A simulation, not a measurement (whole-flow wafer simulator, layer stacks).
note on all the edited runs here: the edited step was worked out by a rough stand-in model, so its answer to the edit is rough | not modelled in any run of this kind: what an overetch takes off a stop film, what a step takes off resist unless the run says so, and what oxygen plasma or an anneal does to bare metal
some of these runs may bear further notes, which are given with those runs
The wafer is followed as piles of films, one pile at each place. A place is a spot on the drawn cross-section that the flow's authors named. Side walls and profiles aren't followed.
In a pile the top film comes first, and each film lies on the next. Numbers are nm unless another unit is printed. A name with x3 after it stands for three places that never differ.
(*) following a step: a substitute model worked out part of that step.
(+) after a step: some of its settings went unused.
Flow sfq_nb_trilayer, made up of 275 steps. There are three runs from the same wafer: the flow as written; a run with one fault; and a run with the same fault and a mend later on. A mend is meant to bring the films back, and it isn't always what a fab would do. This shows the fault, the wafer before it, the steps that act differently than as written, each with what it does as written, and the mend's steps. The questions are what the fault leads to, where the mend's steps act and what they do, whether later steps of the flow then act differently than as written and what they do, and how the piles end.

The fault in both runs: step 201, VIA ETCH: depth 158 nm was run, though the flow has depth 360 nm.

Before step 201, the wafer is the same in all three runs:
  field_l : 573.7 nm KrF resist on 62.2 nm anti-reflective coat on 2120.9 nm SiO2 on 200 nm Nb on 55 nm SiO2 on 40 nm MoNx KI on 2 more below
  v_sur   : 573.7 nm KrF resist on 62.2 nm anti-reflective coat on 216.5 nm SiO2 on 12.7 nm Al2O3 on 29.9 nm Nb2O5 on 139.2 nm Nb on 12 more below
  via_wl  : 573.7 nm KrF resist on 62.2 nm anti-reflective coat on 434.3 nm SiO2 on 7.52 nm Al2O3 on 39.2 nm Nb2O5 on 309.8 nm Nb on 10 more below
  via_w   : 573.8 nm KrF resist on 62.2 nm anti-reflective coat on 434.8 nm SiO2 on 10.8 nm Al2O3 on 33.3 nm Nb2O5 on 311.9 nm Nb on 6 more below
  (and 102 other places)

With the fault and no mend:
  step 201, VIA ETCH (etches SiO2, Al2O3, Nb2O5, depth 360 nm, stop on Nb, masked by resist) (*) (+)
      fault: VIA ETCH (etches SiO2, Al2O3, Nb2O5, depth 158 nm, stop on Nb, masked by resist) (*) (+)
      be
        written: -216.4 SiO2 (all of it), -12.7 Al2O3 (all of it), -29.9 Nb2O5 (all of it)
        fault: -158 SiO2
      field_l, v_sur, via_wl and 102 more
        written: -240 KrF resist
        fault: -105.3 KrF resist
  Later steps of the flow acting differently than as written (6 other steps are not shown; they differ only slightly, by no more than 2% or 0.5 nm, whichever is larger):
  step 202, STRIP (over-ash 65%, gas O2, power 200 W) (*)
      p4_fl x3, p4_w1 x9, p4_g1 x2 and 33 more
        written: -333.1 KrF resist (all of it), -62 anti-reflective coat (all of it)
        fault: -467.8 KrF resist (all of it), -62 anti-reflective coat (all of it)
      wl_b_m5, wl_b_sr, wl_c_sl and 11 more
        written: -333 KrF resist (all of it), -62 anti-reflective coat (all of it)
        fault: -467.7 KrF resist (all of it), -62 anti-reflective coat (all of it)
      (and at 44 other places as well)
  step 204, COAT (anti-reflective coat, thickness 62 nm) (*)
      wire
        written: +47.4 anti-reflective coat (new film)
        fault: +50.4 anti-reflective coat (new film)
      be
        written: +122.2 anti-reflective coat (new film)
        fault: +107.3 anti-reflective coat (new film)
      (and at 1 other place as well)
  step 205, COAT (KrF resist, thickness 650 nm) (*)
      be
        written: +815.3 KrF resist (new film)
        fault: +743.1 KrF resist (new film)
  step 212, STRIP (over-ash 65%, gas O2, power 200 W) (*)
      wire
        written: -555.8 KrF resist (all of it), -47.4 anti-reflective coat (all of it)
        fault: -561.5 KrF resist (all of it), -50.4 anti-reflective coat (all of it)
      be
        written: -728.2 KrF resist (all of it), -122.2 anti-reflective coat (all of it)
        fault: -655.9 KrF resist (all of it), -107.3 anti-reflective coat (all of it)
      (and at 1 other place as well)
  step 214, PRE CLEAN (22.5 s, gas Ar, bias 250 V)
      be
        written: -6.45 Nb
        fault: -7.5 SiO2
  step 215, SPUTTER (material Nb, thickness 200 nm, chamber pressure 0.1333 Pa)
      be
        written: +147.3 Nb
        fault: +171 Nb (new film)
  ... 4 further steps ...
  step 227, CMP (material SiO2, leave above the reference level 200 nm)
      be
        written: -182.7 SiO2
        fault: -157.1 SiO2
  The piles end different from the flow's at be by more than 2% or 0.5 nm, whichever is larger.
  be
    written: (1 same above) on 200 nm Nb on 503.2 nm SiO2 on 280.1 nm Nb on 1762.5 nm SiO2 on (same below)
    fault: (1 same above) on 200 nm Nb on 379.7 nm SiO2 on 171 nm Nb on 50.9 nm SiO2 on 12.7 nm Al2O3 on 29.9 nm Nb2O5 on 139.2 nm Nb on 1762.5 nm SiO2 on (same below)

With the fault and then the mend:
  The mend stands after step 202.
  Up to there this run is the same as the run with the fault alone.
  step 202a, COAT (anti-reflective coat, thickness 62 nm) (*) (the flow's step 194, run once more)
      p4_fl x3, p4_w1 x9, p4_g1 x2 and 50 more
        +62 anti-reflective coat (new film)
      field_l, v_sur, via_wl, wl_a_sl, wl_a_m6, wl_a_sr, wl_g_sr
        +61.9 anti-reflective coat (new film)
      lsp_r, l0_sur, l0v
        +62.1 anti-reflective coat (new film)
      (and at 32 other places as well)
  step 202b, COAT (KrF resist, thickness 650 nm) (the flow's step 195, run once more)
      p4_fl x3, p4_w1 x9, p4_g1 x2 and 33 more
        +650 KrF resist (new film)
      wl_b_m5, wl_b_sr, wl_c_sl and 12 more
        +649.9 KrF resist (new film)
      field_l, wl_b_sl, wl_g_m5
        +649.8 KrF resist (new film)
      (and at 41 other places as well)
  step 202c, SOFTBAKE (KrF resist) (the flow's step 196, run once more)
      alters no film at any place that is followed
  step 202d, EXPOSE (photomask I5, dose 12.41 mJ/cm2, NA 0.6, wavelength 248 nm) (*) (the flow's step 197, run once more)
      alters no film at any place that is followed
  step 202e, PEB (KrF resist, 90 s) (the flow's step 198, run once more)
      field_l, v_sur, via_wl and 83 more
        -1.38 KrF resist
      via_wr, via_sp, via_v, wire, gap
        -1.37 KrF resist
      ce_l, moat, field_r, wl_jj
        -1.39 KrF resist
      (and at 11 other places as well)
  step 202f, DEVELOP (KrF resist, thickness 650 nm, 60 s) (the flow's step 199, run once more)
      field_l, v_sur, via_wl and 102 more
        -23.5 KrF resist
      be
        -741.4 KrF resist (all of it)
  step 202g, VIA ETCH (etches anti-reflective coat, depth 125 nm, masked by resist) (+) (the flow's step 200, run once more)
      field_l, v_sur, via_wl and 102 more
        -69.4 KrF resist
      be
        -107.3 anti-reflective coat (all of it), -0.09 SiO2
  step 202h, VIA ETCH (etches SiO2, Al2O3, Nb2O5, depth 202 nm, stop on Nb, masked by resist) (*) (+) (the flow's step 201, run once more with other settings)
      field_l, v_sur, via_wl and 102 more
        -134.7 KrF resist
      be
        -58.3 SiO2 (all of it), -12.7 Al2O3 (all of it), -29.9 Nb2O5 (all of it)
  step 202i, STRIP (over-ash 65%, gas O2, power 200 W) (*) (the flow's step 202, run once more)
      p4_fl x3, p4_w1 x9, p4_g1 x2 and 33 more
        -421 KrF resist (all of it), -62 anti-reflective coat (all of it)
      wl_b_sr, wl_c_sl, wl_c_m6 and 10 more
        -420.9 KrF resist (all of it), -62 anti-reflective coat (all of it)
      wl_b_sl, wl_b_m5, wl_g_sl, wl_g_m5
        -420.8 KrF resist (all of it), -62 anti-reflective coat (all of it)
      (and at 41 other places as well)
  None of the later steps of the flow acts differently than as written at any place that is followed.
  The piles end the same as the flow's at every place that both follow.
